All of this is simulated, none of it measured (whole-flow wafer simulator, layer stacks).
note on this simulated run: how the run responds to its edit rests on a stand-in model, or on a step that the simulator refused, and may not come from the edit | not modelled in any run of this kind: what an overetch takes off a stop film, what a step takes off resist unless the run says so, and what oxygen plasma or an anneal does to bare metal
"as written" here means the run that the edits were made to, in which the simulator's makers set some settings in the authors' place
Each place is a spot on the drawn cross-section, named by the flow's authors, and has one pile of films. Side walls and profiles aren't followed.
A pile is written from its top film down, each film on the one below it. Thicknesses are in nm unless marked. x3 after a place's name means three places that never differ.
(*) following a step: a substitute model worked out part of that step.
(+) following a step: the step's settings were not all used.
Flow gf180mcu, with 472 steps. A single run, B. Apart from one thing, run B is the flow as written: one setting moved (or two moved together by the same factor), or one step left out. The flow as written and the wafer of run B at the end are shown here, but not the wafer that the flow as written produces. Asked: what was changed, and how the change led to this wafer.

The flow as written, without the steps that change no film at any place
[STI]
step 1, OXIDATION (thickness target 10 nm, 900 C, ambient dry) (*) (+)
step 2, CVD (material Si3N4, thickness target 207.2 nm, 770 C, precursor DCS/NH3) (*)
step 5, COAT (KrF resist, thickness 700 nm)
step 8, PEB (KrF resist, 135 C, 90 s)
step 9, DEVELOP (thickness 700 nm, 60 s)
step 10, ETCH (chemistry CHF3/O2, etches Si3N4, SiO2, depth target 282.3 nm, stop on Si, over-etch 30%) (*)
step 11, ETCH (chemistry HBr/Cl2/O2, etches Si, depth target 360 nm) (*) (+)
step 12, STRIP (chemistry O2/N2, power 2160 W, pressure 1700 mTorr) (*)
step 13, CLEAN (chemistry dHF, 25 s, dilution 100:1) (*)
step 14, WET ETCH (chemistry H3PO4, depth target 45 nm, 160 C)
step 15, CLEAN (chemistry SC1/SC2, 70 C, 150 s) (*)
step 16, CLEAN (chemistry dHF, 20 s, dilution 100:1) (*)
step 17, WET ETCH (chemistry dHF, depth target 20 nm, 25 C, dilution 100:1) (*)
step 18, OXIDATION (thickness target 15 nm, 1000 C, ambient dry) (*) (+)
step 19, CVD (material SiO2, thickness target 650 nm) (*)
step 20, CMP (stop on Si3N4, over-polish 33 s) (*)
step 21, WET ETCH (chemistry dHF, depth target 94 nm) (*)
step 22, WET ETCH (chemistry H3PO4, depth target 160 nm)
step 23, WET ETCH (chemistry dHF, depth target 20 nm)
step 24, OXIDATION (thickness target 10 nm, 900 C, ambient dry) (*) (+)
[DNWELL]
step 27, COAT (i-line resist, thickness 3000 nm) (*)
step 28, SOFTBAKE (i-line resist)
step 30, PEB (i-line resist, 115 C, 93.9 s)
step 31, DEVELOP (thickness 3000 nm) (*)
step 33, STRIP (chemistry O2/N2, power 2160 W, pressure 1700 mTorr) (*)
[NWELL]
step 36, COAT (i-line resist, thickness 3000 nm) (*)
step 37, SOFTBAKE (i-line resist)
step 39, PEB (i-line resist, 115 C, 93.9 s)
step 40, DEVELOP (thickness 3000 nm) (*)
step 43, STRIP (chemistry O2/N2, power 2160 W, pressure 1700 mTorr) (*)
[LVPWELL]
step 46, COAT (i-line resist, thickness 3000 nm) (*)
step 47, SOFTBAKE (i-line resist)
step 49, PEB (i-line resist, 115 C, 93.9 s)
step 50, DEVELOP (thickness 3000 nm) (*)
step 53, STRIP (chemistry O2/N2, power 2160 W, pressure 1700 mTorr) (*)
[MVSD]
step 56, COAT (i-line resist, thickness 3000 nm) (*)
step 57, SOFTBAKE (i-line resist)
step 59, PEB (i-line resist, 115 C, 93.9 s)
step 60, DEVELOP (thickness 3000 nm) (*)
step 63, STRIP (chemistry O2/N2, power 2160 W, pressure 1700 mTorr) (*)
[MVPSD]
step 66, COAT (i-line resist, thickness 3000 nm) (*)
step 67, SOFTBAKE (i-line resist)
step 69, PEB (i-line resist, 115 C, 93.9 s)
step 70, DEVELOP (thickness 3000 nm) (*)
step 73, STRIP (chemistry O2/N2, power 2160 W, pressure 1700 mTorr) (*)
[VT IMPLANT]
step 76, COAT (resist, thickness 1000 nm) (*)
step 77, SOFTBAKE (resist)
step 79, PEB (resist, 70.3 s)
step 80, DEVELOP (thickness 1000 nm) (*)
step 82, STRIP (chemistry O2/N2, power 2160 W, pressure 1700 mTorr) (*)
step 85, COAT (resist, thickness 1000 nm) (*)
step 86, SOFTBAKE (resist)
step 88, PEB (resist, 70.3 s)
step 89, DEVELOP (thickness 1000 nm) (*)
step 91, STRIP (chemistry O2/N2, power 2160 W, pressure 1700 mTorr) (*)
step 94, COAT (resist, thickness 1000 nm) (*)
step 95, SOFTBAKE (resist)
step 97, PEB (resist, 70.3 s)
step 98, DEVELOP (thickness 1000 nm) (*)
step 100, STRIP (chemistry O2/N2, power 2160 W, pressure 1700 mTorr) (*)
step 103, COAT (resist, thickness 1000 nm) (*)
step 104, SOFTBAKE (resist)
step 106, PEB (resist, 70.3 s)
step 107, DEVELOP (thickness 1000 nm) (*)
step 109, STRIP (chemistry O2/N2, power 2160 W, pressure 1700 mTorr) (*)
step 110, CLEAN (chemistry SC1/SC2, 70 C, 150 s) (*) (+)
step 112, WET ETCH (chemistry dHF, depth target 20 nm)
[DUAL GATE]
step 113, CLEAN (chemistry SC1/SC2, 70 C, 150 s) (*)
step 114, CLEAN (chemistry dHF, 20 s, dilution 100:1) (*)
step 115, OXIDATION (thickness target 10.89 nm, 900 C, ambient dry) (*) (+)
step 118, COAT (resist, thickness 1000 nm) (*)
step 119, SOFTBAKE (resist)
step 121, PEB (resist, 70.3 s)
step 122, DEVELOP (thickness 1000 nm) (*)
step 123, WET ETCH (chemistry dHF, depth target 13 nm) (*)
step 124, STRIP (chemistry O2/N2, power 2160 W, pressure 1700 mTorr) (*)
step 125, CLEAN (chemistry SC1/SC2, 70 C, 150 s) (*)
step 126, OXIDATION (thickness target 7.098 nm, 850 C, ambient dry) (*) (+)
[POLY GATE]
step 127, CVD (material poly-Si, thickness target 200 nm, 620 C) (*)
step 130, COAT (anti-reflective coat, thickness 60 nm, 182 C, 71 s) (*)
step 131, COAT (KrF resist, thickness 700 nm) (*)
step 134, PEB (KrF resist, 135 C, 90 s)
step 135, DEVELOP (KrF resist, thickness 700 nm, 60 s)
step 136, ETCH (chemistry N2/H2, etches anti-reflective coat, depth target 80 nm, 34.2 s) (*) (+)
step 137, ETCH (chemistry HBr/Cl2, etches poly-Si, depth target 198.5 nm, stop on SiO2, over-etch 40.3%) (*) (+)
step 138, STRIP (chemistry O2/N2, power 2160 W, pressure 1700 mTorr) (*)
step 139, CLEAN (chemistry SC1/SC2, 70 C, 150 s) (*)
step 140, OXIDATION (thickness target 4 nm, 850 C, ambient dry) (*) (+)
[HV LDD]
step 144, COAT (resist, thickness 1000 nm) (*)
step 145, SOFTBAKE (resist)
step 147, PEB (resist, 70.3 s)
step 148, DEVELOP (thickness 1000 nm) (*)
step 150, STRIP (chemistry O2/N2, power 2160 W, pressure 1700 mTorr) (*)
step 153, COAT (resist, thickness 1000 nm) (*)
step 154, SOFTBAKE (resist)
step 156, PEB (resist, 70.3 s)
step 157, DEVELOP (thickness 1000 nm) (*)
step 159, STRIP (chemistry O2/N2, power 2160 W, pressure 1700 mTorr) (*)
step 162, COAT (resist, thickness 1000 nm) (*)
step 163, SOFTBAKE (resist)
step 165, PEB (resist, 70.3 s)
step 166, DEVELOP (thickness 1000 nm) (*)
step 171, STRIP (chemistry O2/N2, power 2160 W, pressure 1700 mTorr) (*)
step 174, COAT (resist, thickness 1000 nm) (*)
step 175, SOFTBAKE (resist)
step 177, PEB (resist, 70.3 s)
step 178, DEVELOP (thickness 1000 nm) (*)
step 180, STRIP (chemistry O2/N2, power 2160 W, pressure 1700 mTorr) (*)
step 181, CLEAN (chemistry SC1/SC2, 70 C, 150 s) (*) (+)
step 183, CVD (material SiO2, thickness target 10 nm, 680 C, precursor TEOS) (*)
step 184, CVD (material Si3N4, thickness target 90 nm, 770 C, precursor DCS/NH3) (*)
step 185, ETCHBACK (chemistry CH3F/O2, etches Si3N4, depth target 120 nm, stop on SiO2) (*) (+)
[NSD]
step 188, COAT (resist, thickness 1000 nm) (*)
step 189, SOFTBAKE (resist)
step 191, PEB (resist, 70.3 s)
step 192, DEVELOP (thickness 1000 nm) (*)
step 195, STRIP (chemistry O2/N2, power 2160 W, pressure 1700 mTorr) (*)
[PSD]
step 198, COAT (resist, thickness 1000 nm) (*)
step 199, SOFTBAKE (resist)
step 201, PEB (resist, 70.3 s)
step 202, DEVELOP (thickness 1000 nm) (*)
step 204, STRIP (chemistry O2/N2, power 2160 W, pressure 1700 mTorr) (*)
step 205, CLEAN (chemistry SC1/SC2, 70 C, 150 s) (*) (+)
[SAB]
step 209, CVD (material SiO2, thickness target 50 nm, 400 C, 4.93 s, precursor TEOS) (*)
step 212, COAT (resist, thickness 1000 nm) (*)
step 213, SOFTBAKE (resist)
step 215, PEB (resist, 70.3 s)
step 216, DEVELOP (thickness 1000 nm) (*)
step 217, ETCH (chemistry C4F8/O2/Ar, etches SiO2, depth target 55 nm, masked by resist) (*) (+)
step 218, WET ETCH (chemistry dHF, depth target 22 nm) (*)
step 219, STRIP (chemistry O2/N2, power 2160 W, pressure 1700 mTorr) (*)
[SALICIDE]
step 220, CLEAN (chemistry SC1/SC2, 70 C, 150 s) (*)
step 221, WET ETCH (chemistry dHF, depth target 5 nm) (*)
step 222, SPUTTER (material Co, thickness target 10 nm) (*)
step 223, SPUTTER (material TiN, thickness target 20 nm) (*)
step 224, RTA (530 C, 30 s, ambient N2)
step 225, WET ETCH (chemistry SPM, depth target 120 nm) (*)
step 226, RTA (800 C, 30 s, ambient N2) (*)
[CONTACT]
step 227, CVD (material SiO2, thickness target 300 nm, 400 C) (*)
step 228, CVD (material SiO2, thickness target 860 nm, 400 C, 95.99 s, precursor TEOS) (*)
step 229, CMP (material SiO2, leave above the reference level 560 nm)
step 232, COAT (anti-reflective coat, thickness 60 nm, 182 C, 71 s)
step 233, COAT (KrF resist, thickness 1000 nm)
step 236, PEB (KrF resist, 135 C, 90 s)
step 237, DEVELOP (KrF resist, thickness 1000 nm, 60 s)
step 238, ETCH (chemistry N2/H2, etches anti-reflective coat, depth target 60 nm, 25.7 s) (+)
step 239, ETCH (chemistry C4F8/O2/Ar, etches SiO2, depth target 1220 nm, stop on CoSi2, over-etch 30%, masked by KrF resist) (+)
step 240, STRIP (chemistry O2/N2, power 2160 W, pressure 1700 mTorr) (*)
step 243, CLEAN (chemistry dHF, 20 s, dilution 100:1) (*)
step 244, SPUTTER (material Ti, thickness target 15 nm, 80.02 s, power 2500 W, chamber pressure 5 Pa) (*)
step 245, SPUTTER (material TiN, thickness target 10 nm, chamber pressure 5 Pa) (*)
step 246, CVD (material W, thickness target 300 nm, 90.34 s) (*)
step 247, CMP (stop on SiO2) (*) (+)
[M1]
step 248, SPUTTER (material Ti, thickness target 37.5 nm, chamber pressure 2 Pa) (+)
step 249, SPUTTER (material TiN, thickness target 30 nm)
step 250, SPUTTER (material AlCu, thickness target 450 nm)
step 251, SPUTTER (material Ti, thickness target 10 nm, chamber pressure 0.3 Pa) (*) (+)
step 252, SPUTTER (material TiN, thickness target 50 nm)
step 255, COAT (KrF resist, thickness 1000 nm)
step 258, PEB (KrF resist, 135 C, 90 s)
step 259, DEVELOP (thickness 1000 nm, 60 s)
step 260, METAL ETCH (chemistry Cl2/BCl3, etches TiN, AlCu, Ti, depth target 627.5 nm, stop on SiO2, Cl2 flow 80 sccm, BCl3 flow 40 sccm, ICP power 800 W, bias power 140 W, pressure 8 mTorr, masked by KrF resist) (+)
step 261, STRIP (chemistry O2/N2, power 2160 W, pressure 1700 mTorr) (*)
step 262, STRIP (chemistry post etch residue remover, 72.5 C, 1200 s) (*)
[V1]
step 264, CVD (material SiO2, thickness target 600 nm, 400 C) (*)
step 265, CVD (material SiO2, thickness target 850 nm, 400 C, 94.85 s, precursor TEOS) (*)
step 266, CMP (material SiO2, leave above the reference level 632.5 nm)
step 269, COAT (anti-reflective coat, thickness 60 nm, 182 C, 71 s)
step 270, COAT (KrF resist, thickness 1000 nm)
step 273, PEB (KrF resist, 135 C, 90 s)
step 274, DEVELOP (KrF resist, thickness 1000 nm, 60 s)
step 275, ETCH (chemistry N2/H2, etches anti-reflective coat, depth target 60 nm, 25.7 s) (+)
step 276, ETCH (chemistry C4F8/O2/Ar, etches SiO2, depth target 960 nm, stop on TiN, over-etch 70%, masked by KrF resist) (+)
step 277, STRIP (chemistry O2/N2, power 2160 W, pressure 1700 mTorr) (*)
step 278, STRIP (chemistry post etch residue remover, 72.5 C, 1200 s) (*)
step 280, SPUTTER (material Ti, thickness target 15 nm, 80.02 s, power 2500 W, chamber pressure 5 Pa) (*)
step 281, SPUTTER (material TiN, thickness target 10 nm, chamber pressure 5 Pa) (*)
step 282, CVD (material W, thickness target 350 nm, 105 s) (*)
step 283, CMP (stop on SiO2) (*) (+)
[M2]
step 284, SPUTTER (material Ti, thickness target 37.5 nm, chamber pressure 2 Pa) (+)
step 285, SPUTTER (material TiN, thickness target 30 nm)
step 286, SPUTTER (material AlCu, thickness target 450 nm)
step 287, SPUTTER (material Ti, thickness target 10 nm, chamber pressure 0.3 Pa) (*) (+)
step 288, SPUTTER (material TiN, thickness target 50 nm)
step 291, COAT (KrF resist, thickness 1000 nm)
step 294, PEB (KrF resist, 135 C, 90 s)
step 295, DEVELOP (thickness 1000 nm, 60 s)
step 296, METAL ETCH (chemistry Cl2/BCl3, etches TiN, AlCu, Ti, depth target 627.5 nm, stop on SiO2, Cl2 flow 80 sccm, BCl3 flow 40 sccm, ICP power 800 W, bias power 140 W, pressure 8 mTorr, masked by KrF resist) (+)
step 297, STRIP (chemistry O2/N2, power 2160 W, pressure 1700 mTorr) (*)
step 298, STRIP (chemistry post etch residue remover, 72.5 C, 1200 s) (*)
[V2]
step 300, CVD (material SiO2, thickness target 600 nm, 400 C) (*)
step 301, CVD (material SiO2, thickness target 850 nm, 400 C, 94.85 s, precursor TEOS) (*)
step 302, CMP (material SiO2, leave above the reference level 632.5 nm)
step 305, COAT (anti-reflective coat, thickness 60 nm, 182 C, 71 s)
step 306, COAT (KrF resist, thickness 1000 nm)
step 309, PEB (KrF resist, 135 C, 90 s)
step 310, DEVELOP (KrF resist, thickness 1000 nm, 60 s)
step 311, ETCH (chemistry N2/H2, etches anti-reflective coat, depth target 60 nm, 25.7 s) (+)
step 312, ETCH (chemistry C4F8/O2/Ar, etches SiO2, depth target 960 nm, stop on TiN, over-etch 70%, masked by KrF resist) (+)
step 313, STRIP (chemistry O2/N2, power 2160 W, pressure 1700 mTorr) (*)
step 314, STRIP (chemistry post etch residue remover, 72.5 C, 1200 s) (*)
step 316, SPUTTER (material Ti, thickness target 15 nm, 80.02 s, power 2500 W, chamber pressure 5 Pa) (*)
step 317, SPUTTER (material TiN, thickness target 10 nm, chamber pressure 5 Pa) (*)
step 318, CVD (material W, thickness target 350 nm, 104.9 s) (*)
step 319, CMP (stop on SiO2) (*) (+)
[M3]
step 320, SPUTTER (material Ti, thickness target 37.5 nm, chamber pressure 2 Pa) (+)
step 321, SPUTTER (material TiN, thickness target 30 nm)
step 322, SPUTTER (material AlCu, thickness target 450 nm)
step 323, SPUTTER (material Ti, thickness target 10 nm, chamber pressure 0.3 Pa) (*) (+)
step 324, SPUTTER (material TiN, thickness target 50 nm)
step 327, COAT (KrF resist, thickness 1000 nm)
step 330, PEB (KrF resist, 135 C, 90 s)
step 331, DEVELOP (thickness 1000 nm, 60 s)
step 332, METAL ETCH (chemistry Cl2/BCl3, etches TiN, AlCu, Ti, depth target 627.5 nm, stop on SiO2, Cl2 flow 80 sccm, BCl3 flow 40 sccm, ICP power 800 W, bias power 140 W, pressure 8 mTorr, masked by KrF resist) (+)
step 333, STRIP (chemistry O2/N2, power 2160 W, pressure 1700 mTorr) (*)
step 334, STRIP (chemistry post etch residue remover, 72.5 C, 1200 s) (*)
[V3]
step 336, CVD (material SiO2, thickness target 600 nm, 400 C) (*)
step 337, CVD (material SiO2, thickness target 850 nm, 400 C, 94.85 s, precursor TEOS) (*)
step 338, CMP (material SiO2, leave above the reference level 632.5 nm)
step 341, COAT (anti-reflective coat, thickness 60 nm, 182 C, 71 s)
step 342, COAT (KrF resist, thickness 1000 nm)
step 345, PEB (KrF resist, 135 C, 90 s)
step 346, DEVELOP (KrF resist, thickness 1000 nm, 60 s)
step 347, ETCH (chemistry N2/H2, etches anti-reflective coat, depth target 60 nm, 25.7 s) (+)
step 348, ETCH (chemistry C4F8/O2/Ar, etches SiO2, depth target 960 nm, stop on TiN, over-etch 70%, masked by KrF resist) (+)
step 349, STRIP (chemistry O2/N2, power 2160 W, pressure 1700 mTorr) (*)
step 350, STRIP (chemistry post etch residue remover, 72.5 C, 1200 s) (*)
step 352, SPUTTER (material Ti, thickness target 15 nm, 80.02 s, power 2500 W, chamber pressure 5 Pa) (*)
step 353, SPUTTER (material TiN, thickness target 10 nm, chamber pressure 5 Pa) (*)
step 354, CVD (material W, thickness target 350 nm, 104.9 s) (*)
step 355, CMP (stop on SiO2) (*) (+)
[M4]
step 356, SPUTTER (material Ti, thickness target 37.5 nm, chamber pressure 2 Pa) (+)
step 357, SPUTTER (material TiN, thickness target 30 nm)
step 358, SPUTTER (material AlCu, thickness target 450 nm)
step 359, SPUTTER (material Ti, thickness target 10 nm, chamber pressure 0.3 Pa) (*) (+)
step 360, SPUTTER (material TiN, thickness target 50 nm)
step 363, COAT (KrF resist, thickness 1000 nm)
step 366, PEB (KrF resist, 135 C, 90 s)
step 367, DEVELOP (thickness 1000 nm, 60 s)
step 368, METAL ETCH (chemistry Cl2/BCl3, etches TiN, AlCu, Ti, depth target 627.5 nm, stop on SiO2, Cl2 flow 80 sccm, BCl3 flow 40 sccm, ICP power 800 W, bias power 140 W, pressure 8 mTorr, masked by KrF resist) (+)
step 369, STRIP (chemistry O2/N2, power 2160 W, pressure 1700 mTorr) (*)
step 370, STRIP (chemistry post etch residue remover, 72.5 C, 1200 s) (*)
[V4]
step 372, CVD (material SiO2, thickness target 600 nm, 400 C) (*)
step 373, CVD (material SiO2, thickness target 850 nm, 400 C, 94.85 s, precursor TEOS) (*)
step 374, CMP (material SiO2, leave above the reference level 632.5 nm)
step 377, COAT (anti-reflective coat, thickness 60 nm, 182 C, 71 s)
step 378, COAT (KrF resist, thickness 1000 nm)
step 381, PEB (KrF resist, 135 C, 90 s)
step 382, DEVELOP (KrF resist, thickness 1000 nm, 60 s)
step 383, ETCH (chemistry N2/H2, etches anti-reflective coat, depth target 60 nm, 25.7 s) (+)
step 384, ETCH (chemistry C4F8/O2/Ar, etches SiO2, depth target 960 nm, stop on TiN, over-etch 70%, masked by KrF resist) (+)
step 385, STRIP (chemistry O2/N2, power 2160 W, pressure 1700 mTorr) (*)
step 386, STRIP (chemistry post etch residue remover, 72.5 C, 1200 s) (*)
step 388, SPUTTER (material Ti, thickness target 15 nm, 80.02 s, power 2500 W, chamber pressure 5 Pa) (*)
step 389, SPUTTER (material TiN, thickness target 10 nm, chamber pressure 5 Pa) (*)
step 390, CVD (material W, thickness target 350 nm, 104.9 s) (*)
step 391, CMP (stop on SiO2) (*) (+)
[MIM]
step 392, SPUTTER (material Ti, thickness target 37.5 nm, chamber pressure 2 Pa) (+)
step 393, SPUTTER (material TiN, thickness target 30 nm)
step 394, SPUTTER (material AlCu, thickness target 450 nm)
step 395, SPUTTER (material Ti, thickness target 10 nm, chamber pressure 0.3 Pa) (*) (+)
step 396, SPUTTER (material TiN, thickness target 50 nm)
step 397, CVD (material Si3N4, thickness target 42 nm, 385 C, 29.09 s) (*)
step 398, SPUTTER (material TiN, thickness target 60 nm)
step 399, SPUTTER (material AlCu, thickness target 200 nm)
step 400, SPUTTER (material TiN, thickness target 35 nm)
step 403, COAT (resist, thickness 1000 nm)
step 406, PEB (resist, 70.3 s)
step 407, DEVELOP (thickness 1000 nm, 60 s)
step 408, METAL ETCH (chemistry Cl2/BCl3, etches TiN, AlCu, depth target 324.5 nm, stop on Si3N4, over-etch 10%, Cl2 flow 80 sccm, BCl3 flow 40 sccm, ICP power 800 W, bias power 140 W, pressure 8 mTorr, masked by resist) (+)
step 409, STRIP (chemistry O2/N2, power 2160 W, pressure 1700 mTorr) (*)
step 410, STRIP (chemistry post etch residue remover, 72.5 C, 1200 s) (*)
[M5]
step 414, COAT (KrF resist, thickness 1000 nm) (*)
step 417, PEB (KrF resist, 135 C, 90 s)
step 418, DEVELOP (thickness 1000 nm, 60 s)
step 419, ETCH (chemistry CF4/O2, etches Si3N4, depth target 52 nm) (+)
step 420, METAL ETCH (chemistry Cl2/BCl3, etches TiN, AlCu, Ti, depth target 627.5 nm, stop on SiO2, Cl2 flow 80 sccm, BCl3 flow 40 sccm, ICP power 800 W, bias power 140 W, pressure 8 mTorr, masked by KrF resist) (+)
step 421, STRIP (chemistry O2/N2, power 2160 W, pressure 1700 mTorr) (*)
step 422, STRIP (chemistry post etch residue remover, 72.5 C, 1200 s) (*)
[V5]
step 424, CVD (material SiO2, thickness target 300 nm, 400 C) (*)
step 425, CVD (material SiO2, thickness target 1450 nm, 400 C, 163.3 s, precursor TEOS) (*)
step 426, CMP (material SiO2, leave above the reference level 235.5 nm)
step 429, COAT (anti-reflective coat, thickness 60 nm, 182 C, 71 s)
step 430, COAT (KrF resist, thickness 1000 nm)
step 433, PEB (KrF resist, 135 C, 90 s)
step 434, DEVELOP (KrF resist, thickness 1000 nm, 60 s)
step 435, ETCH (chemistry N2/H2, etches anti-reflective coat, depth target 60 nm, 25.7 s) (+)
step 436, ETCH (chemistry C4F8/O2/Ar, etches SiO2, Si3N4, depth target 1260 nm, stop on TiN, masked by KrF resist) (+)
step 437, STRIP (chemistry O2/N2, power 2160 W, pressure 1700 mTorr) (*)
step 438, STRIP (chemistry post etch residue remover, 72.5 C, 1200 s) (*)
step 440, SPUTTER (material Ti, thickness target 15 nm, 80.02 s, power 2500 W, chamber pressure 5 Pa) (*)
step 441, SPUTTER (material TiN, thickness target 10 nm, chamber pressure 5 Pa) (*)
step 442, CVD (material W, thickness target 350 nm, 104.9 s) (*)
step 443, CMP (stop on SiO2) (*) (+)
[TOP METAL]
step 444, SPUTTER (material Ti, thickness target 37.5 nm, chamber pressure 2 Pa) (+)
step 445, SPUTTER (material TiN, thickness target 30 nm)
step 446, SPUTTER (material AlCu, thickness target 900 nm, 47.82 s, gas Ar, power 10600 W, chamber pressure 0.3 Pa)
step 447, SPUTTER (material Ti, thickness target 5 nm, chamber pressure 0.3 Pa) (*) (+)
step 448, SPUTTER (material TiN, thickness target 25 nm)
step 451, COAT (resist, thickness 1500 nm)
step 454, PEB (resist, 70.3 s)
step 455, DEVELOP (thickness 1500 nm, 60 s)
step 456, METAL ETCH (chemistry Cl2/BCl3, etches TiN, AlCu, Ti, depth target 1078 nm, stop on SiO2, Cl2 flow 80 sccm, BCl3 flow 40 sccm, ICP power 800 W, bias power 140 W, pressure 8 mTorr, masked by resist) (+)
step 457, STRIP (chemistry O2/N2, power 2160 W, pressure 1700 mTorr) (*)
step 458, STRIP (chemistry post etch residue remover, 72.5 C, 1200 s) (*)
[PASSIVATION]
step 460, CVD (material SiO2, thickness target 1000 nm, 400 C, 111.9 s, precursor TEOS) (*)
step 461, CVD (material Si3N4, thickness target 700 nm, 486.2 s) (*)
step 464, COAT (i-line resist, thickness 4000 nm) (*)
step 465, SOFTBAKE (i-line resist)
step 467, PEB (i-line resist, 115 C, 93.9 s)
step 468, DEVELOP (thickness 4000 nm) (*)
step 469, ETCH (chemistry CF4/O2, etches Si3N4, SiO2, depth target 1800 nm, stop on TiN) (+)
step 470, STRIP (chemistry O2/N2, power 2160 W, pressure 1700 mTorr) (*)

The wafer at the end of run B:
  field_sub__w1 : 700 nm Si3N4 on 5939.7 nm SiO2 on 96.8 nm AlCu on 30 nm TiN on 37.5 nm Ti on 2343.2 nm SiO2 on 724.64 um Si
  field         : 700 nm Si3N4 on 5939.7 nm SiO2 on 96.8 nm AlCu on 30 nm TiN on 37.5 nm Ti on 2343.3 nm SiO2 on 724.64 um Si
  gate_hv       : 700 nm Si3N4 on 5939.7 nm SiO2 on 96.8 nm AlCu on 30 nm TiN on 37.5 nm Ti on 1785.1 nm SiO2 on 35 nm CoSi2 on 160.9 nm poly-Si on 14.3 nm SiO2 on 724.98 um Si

Cause: step 286, SPUTTER: thickness target 670 nm was run, though the flow has thickness target 450 nm.

The path from the change to this, step by step:
  step 286, SPUTTER (material AlCu, thickness target 450 nm)
      field, field__w1, field__w2 and 108 more: +670 AlCu (new film) (as written it would have been: +450 AlCu (new film))
  step 296, METAL ETCH (chemistry Cl2/BCl3, etches TiN, AlCu, Ti, depth target 627.5 nm, stop on SiO2, Cl2 flow 80 sccm, BCl3 flow 40 sccm, ICP power 800 W, bias power 140 W, pressure 8 mTorr, masked by KrF resist) (+)
      field, field__w1, field__w2 and 103 more: -50 TiN (all of it), -10 Ti (all of it), -567.5 AlCu (as written it would have been: -50 TiN (all of it), -10 Ti (all of it), -450 AlCu (all of it), -30 TiN (all of it), -37.5 Ti (all of it))
  step 298, STRIP (chemistry post etch residue remover, 72.5 C, 1200 s) (*)
      field, field__w1, field__w2 and 103 more: -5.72 AlCu (as written it would have been: nothing)
  step 300, CVD (material SiO2, thickness target 600 nm, 400 C) (*)
      field, field__w1, field__w2 and 103 more: +600 SiO2 (new film) (as written it would have been: +600 SiO2)
  step 302, CMP (material SiO2, leave above the reference level 632.5 nm)
      field, field__w1, field__w2 and 103 more: -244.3 SiO2 (as written it would have been: -300 SiO2)
If metal films that touch count as one body, field_sub__w1 has 1 body; the flow as written gives 0 bodies.
If metal films that touch count as one body, field has 1 body; the flow as written gives 0 bodies.
If metal films that touch count as one body, gate_hv has 2 bodies (between them, from the top down: SiO2 1785.1); the flow as written gives 1 body.
